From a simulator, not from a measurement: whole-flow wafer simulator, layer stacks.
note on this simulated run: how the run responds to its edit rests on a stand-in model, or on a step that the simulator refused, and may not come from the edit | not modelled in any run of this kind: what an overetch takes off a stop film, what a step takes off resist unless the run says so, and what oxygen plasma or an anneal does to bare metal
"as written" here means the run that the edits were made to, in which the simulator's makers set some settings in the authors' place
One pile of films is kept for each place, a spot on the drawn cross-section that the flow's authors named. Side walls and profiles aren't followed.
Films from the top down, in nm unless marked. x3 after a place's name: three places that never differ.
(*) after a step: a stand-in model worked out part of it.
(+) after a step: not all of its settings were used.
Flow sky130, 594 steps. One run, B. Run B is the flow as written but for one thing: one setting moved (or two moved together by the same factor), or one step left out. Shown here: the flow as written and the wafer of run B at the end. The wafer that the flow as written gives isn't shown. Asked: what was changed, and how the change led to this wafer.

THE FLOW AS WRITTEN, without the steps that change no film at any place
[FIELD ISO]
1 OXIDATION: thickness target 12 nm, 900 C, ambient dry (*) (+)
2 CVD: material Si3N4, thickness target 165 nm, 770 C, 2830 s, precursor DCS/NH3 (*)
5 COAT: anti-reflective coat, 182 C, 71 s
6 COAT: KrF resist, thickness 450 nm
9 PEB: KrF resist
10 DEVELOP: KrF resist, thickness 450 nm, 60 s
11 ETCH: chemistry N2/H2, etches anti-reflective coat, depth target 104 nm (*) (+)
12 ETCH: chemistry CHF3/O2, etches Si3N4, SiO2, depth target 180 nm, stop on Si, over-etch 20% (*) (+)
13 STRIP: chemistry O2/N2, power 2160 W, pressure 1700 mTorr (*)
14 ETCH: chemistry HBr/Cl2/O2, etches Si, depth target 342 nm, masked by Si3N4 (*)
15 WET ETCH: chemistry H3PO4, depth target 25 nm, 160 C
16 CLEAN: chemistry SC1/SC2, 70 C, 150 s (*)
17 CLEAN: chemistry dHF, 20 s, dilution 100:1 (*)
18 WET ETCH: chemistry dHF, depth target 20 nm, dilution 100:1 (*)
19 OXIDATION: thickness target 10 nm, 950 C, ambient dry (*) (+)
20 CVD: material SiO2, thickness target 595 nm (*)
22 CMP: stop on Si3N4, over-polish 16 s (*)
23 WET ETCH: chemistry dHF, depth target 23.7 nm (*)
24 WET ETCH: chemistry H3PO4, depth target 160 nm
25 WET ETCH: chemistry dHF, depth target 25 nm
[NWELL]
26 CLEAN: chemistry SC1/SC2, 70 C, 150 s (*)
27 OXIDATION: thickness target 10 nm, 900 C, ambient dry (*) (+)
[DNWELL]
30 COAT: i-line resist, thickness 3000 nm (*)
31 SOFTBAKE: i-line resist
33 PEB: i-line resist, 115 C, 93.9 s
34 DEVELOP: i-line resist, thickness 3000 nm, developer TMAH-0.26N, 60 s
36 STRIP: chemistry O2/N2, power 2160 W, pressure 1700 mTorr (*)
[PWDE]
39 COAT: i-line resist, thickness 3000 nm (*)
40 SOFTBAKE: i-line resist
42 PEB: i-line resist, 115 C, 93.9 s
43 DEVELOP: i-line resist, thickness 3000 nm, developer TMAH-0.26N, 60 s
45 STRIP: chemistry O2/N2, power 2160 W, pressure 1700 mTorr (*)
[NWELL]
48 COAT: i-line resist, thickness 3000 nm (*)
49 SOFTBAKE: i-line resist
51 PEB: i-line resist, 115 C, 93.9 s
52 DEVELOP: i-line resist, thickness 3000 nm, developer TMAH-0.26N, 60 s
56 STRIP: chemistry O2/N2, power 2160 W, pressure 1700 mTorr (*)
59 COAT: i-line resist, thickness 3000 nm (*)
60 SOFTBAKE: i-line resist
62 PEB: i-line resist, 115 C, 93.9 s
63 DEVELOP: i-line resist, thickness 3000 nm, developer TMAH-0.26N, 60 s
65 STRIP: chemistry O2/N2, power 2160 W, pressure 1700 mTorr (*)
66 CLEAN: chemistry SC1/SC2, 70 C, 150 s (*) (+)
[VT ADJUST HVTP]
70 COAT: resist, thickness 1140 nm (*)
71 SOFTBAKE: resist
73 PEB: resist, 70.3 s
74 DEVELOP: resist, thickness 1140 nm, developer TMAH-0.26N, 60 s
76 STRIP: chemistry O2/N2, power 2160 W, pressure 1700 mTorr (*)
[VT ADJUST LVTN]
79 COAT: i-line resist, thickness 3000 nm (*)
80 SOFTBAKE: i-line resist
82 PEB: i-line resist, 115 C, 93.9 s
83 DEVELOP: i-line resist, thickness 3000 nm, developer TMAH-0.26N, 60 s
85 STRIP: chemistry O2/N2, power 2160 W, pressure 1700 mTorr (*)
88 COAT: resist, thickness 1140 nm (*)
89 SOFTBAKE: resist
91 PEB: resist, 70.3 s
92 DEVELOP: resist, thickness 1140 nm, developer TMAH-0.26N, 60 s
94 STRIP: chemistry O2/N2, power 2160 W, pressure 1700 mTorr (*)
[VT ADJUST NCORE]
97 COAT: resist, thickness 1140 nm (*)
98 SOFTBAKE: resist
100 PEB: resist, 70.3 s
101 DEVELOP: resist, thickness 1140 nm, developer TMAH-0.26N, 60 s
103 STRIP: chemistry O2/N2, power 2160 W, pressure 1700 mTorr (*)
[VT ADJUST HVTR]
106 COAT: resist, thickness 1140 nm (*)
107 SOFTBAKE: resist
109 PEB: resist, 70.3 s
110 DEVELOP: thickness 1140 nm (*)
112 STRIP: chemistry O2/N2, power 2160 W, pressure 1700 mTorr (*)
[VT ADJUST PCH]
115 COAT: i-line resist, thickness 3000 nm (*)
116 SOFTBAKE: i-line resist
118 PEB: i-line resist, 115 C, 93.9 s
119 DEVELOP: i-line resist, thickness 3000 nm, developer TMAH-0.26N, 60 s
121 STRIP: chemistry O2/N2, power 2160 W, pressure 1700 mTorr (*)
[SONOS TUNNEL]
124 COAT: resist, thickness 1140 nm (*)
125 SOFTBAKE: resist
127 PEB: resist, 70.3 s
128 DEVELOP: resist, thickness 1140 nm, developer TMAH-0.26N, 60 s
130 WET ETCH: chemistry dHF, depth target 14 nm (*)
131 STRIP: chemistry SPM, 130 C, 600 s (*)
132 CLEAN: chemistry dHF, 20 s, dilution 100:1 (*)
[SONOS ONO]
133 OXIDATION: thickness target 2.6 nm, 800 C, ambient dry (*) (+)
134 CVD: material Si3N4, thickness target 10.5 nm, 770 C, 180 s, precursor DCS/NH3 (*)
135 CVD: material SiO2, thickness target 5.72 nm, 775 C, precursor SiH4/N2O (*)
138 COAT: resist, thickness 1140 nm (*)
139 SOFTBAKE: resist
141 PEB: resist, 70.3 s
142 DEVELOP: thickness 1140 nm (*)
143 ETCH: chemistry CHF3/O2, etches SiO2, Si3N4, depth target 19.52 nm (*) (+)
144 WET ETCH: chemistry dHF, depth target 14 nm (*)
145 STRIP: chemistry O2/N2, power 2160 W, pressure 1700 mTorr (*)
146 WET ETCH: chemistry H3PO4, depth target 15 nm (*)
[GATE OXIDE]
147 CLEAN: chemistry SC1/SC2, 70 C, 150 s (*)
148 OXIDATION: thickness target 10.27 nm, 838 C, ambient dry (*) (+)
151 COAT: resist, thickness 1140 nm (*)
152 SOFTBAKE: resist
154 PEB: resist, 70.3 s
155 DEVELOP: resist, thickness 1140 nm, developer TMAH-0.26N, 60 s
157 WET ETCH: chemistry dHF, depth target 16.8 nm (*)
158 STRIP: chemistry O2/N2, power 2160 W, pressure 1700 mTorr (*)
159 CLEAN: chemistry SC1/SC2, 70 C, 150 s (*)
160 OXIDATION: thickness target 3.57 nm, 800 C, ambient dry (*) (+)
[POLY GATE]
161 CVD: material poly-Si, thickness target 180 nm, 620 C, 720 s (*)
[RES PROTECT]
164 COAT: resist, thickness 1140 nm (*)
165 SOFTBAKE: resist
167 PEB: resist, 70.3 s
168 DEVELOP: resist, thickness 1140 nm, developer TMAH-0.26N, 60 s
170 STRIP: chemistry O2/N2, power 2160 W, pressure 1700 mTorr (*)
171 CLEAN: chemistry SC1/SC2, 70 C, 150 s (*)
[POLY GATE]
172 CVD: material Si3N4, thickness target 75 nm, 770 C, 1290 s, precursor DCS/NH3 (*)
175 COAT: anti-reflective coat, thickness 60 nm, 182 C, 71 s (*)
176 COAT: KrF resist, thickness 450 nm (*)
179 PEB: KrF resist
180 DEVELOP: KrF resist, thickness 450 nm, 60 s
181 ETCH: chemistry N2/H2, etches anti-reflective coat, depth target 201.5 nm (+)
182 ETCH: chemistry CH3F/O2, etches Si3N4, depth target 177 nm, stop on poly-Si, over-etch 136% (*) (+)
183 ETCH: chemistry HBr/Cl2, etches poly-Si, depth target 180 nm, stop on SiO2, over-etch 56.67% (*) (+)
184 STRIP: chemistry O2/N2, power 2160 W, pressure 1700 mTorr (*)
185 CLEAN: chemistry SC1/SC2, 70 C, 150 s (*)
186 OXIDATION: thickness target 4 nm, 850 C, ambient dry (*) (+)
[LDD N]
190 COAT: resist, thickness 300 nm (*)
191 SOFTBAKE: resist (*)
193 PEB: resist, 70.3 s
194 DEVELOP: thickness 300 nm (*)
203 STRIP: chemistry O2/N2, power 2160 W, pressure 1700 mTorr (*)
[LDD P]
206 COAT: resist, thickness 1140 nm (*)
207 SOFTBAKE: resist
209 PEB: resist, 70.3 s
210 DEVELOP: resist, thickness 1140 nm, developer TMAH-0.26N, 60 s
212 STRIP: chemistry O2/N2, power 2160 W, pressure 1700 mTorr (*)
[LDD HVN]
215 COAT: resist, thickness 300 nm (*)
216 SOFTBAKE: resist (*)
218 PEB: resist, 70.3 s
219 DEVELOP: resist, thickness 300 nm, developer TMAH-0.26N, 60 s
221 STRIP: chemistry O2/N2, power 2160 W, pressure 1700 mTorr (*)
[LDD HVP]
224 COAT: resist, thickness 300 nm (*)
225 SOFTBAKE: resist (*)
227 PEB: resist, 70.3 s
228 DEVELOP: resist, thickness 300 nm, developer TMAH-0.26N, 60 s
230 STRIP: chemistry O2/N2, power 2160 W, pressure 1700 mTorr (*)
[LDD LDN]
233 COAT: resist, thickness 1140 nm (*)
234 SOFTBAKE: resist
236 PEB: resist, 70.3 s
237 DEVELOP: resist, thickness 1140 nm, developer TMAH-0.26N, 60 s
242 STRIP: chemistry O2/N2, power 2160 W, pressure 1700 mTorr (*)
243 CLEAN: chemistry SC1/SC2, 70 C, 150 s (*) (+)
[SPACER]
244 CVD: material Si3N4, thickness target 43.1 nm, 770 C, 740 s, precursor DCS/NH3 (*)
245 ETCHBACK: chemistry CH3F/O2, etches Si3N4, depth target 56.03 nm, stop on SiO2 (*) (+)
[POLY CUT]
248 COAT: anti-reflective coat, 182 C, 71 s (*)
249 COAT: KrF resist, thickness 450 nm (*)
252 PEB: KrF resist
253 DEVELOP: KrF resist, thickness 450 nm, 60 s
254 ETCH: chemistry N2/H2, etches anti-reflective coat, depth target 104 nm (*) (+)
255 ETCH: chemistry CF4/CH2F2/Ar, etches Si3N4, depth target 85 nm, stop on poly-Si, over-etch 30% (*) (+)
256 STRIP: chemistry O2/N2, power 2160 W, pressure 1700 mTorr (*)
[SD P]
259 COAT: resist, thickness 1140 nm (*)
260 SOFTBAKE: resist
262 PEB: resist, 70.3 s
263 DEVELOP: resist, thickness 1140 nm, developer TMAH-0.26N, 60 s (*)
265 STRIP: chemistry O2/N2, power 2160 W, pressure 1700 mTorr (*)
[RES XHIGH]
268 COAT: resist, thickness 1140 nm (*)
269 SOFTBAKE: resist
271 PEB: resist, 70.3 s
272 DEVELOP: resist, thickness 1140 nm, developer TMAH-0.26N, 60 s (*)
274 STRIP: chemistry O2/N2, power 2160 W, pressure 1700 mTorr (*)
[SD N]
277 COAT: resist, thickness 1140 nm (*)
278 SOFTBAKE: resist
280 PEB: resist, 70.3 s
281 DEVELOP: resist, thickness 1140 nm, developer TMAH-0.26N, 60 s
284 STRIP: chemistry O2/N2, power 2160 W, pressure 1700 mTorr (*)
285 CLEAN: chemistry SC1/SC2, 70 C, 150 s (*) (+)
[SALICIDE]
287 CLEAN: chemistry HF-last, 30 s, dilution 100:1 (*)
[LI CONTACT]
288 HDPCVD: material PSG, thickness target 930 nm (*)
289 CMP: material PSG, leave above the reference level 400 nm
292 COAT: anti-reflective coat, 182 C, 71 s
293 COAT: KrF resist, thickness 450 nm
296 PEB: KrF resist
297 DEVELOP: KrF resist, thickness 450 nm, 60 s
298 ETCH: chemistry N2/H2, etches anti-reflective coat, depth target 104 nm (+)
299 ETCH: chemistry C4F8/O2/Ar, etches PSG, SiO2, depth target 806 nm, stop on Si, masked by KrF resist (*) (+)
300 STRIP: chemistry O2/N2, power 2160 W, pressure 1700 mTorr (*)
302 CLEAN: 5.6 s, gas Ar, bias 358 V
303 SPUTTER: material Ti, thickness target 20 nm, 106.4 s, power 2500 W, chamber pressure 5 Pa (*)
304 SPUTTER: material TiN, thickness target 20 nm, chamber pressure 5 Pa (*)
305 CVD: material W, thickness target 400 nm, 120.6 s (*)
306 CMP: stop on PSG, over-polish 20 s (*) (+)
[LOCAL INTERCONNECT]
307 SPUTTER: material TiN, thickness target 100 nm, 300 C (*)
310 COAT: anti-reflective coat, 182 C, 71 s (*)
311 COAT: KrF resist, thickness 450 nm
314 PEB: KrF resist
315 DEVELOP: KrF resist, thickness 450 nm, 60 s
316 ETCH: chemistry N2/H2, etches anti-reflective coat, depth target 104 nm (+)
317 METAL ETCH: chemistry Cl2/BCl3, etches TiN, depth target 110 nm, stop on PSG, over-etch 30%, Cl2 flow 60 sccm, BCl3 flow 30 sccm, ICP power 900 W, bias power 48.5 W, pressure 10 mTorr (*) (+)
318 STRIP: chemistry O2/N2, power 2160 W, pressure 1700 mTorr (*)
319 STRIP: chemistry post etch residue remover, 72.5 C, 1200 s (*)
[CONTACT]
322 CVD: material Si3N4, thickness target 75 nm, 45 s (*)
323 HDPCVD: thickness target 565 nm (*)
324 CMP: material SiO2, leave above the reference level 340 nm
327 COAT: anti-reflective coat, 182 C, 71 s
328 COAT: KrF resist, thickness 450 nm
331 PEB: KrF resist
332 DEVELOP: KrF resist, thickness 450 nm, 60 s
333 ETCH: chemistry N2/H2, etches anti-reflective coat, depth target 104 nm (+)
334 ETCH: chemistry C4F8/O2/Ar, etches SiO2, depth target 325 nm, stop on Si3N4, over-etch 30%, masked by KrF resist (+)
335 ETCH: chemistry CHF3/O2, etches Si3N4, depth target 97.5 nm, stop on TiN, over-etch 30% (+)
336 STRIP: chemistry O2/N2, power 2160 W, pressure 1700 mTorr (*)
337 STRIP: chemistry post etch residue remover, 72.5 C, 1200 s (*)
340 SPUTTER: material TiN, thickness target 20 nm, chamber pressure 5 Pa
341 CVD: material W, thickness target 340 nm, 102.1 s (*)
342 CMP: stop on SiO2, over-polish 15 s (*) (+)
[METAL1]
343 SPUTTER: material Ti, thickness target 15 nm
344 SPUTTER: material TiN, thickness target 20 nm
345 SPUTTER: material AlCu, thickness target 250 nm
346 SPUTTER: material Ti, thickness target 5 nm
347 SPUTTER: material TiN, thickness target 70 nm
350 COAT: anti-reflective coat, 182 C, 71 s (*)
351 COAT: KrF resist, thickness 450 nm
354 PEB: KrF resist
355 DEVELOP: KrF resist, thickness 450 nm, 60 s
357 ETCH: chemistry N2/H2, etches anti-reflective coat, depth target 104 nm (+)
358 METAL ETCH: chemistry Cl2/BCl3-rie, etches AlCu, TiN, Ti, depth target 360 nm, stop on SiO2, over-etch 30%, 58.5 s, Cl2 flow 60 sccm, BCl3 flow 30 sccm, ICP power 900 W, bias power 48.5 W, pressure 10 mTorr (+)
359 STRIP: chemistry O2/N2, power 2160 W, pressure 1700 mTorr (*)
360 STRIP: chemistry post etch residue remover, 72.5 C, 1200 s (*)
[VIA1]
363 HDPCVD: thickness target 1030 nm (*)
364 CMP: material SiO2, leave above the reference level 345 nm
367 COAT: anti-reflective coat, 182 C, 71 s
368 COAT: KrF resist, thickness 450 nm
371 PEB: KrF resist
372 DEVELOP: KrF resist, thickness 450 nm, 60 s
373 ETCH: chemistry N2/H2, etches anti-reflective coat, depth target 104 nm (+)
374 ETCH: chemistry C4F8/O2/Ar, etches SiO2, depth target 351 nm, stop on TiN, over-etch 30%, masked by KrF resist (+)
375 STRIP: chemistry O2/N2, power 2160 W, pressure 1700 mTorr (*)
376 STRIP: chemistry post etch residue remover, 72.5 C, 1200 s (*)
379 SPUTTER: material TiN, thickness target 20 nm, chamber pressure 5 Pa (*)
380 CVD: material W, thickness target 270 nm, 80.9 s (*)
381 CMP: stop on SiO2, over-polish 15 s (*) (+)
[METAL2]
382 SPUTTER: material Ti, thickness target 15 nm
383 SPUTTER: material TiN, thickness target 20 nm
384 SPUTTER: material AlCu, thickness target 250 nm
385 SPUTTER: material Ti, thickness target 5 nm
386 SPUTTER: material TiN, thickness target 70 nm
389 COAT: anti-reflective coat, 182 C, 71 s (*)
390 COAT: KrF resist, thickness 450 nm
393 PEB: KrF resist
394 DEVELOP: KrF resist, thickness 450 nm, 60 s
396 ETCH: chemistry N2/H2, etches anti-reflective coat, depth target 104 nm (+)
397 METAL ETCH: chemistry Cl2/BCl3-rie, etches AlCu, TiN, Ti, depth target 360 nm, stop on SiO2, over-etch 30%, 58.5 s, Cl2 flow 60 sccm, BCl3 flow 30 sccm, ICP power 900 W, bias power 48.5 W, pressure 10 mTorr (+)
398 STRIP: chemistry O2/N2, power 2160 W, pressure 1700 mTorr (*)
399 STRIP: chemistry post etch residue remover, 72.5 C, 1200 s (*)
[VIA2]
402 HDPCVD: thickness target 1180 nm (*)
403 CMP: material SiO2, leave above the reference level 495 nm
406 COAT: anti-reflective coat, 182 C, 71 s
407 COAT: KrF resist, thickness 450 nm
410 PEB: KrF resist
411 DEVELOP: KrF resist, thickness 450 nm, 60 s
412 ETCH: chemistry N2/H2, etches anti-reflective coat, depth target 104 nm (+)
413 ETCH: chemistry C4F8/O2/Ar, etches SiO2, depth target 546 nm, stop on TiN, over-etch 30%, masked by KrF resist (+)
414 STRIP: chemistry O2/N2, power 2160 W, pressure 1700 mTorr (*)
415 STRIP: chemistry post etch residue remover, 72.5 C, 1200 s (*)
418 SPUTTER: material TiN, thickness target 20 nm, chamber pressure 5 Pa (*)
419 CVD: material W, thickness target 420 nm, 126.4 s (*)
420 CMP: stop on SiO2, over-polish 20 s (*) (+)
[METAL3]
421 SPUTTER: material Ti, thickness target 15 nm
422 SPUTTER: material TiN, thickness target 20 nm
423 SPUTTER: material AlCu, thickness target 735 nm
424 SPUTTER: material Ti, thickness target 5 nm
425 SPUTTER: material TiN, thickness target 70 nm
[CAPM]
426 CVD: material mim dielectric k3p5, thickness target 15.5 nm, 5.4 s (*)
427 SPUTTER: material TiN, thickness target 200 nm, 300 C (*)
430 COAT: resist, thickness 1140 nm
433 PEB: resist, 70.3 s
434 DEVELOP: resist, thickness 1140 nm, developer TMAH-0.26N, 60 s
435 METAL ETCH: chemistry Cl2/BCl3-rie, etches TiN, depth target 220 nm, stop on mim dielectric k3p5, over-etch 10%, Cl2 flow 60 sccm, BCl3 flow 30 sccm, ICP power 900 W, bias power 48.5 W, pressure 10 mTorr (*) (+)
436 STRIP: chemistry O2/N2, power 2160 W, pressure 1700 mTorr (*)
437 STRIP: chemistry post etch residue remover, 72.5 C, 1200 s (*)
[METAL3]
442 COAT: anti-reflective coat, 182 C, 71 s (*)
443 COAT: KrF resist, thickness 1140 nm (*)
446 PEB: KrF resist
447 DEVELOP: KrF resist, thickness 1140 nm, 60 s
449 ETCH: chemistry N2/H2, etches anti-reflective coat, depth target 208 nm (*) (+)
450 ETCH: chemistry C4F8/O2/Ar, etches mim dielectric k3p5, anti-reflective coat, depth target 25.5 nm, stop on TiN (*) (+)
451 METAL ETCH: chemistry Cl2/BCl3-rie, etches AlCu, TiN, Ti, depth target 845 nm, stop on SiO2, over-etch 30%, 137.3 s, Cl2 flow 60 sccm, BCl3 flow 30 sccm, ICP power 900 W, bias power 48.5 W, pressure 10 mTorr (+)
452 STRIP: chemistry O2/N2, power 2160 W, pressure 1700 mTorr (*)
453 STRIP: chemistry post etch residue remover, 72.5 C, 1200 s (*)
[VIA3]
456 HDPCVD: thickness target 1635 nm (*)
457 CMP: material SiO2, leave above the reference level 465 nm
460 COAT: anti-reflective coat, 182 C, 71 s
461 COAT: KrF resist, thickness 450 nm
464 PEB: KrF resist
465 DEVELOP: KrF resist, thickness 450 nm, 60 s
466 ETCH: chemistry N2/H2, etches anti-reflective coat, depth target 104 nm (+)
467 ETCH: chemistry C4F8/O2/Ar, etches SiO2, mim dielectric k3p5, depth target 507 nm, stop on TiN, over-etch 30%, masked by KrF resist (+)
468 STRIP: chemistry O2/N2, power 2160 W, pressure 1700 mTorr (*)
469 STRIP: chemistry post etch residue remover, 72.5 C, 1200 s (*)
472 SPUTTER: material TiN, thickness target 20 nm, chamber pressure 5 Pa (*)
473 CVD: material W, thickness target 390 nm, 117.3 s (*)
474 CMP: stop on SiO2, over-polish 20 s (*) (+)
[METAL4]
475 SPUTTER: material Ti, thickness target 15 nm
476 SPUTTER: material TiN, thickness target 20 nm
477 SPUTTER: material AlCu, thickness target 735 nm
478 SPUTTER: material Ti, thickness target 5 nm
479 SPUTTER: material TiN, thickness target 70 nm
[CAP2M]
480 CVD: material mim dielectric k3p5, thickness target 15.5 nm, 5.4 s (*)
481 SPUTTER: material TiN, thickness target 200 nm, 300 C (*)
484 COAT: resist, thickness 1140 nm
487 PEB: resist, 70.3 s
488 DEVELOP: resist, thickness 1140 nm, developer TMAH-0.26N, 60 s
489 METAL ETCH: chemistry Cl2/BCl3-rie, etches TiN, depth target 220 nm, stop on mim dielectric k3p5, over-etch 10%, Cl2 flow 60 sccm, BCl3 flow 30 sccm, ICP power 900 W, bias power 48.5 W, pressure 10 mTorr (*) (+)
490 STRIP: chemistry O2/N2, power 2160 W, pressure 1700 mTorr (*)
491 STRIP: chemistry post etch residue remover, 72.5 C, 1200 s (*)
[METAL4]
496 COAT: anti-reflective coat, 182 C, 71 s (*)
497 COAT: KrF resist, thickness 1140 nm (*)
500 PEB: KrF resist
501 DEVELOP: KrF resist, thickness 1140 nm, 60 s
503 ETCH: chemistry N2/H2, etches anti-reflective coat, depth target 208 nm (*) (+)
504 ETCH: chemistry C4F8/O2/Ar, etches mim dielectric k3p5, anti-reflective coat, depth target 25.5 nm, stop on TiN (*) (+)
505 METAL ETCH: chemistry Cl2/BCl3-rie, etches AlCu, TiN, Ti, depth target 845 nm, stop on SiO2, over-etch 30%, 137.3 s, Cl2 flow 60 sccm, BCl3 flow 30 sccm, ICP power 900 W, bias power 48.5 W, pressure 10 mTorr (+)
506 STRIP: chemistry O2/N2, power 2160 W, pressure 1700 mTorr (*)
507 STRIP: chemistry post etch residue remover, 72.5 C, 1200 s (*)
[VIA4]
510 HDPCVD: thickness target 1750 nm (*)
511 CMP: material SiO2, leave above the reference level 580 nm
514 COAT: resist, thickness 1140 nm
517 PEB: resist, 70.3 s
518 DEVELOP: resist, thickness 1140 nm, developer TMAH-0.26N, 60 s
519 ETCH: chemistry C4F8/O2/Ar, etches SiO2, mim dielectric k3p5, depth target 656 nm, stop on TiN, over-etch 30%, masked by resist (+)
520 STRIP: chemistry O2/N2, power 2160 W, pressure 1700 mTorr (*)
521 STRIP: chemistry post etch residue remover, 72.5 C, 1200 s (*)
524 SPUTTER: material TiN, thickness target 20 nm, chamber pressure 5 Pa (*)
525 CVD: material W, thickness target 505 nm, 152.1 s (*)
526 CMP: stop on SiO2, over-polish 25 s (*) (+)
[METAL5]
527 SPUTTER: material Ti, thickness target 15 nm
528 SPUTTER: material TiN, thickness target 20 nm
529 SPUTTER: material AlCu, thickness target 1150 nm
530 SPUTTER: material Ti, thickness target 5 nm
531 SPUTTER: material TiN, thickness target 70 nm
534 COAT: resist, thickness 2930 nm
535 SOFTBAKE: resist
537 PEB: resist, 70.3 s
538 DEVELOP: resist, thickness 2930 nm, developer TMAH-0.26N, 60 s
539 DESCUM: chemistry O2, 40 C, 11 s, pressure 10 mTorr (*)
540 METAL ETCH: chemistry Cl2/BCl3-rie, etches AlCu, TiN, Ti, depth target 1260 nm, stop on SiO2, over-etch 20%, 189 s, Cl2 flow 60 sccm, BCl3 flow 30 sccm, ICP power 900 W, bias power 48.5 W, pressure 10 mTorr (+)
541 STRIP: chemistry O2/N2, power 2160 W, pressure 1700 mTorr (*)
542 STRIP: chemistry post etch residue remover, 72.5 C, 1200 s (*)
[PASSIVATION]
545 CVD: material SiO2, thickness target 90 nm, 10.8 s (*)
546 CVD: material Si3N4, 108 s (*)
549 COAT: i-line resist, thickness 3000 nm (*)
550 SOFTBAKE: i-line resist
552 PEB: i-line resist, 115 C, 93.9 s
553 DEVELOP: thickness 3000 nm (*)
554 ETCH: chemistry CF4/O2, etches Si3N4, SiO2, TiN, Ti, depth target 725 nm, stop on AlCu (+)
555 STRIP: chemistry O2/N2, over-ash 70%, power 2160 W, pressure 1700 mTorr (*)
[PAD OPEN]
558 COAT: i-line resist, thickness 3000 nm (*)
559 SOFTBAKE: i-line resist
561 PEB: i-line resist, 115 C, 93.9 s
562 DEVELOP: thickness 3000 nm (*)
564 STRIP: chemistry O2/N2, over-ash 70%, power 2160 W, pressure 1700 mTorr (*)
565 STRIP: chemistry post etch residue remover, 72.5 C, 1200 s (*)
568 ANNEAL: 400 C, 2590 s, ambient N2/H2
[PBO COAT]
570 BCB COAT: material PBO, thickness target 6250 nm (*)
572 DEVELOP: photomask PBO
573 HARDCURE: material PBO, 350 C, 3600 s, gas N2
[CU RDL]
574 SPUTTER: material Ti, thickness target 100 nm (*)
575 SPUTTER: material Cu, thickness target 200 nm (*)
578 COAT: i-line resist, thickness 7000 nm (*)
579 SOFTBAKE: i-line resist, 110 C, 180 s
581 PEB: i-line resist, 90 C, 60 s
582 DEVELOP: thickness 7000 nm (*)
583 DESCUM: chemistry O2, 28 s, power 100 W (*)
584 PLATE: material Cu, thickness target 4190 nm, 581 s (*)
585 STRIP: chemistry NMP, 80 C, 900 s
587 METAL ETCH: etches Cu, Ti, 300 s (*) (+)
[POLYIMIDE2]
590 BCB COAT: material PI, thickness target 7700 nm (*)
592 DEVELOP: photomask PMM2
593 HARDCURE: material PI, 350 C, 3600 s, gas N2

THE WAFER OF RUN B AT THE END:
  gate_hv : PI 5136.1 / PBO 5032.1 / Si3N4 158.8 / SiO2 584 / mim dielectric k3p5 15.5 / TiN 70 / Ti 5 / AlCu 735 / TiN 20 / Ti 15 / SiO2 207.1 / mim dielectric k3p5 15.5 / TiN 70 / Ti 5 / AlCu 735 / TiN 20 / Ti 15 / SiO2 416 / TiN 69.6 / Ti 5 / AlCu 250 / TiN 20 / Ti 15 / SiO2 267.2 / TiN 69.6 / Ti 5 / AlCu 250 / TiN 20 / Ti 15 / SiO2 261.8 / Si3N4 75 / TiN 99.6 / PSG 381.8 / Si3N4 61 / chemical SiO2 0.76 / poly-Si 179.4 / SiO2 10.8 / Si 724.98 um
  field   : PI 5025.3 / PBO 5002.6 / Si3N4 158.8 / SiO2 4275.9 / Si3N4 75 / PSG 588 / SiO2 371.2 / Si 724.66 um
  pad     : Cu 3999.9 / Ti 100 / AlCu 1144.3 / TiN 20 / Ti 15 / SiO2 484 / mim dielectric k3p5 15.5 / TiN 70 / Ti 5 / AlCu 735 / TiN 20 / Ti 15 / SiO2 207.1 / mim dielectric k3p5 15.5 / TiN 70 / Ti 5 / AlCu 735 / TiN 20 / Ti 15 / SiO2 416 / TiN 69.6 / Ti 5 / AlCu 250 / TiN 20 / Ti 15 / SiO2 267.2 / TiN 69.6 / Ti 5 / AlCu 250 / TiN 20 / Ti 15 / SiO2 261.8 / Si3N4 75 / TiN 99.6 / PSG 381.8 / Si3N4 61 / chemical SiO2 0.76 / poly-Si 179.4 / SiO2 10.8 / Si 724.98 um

The cause: step 457, CMP: leave above the reference level 302 nm was run, where the flow has leave above the reference level 465 nm.

How the change led to this, step by step:
  457 CMP: material SiO2, leave above the reference level 465 nm
      n_well, p_well, gate_hv and 99 more: SiO2 -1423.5 (as written it would be: SiO2 -1260.5)
      field, active, gate and 82 more: SiO2 -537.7 (as written it would be: SiO2 -374.7)
      (and at 5 more places)
  467 ETCH: chemistry C4F8/O2/Ar, etches SiO2, mim dielectric k3p5, depth target 507 nm, stop on TiN, over-etch 30%, masked by KrF resist (+)
      field, active, n_well and 187 more: KrF resist -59 (as written it would be: KrF resist -101.4)
      m1: SiO2 -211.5 (all of it), mim dielectric k3p5 -15.5 (all of it) (as written it would be: SiO2 -374.5 (all of it), mim dielectric k3p5 -15.5 (all of it))
      (and at 1 more place)
  468 STRIP: chemistry O2/N2, power 2160 W, pressure 1700 mTorr (*)
      field, active, n_well and 187 more: KrF resist -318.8 (all of it), anti-reflective coat -80 (all of it) (as written it would be: KrF resist -276.4 (all of it), anti-reflective coat -80 (all of it))
  472 SPUTTER: material TiN, thickness target 20 nm, chamber pressure 5 Pa (*)
      m1: TiN +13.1 (as written it would be: TiN +10.6)
      via3_hole: TiN +13 (as written it would be: TiN +10.6)
  473 CVD: material W, thickness target 390 nm, 117.3 s (*)
      m1: W +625 (new film) (as written it would be: W +790.5 (new film))
      via3_hole: W +624.4 (new film) (as written it would be: W +789.9 (new film))
  505 METAL ETCH: chemistry Cl2/BCl3-rie, etches AlCu, TiN, Ti, depth target 845 nm, stop on SiO2, over-etch 30%, 137.3 s, Cl2 flow 60 sccm, BCl3 flow 30 sccm, ICP power 900 W, bias power 48.5 W, pressure 10 mTorr (+)
      mim_edge_plate: TiN -70 (all of it), Ti -5 (all of it), AlCu -735 (all of it), TiN -20 (all of it), Ti -15 (all of it), SiO2 -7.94 (all of it), TiN -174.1 (as written it would be: TiN -70 (all of it), Ti -5 (all of it), AlCu -735 (all of it), TiN -20 (all of it), Ti -15 (all of it), SiO2 -25.3)
  510 HDPCVD: thickness target 1750 nm (*)
      mim_edge_plate: SiO2 +1750 (new film) (as written it would be: SiO2 +1750)
  511 CMP: material SiO2, leave above the reference level 580 nm
      mim_edge_plate: SiO2 -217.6 (as written it would be: SiO2 -374.7)
